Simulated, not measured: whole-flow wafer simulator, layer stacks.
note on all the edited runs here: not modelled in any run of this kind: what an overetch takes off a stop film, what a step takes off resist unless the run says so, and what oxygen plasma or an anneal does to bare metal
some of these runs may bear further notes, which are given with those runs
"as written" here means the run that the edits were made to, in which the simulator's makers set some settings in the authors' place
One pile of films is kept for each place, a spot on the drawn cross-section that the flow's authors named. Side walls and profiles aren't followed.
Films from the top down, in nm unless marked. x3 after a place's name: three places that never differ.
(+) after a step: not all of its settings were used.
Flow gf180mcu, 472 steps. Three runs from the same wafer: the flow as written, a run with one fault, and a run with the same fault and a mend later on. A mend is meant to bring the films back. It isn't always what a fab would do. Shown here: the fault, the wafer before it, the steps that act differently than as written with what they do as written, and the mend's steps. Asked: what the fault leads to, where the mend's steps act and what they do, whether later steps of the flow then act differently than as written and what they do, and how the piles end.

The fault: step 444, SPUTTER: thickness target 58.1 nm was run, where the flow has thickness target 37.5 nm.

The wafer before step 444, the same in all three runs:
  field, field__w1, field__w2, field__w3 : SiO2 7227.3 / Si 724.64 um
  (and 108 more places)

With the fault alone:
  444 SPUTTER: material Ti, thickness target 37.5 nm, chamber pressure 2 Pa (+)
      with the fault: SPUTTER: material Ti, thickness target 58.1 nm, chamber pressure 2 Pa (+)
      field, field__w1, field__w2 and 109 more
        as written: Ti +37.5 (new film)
        with the fault: Ti +58.1 (new film)
  Later steps of the flow that act differently than as written (4 more steps differ only slightly, by at most 2% or 0.5 nm, whichever is larger, and aren't shown):
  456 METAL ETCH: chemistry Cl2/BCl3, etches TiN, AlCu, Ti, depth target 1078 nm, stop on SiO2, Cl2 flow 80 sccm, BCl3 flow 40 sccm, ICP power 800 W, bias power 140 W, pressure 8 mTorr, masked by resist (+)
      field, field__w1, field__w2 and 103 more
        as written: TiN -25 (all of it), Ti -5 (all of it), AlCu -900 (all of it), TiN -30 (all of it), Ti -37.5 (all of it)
        with the fault: TiN -25 (all of it), Ti -5 (all of it), AlCu -900 (all of it), TiN -30 (all of it), Ti -58.1 (all of it)
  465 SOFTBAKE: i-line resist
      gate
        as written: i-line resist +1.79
        with the fault: i-line resist -0.21
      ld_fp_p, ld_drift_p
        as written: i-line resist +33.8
        with the fault: i-line resist +27.8
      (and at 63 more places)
  At the end the piles differ from the flow's by more than 2% or 0.5 nm, whichever is larger, at field__w8, contact, m1, m1__w1, pad, m1_nw.
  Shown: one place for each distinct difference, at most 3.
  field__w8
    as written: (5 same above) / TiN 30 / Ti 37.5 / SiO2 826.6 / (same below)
    with the fault: (5 same above) / TiN 30 / Ti 58.1 / SiO2 826.6 / (same below)
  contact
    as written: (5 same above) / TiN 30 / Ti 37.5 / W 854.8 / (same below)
    with the fault: (5 same above) / TiN 30 / Ti 58.1 / W 854.8 / (same below)
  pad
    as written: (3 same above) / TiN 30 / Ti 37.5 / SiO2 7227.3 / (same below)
    with the fault: (3 same above) / TiN 30 / Ti 58.1 / SiO2 7227.3 / (same below)

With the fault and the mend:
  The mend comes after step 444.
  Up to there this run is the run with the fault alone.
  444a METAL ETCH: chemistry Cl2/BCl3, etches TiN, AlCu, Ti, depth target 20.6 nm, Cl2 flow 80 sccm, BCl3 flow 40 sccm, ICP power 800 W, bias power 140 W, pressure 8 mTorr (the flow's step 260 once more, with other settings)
      field, field__w1, field__w2 and 109 more
        Ti -20.6
  No later step of the flow acts differently than as written at any place that is followed.
  At the end the piles are the same as the flow's at every place that both follow.
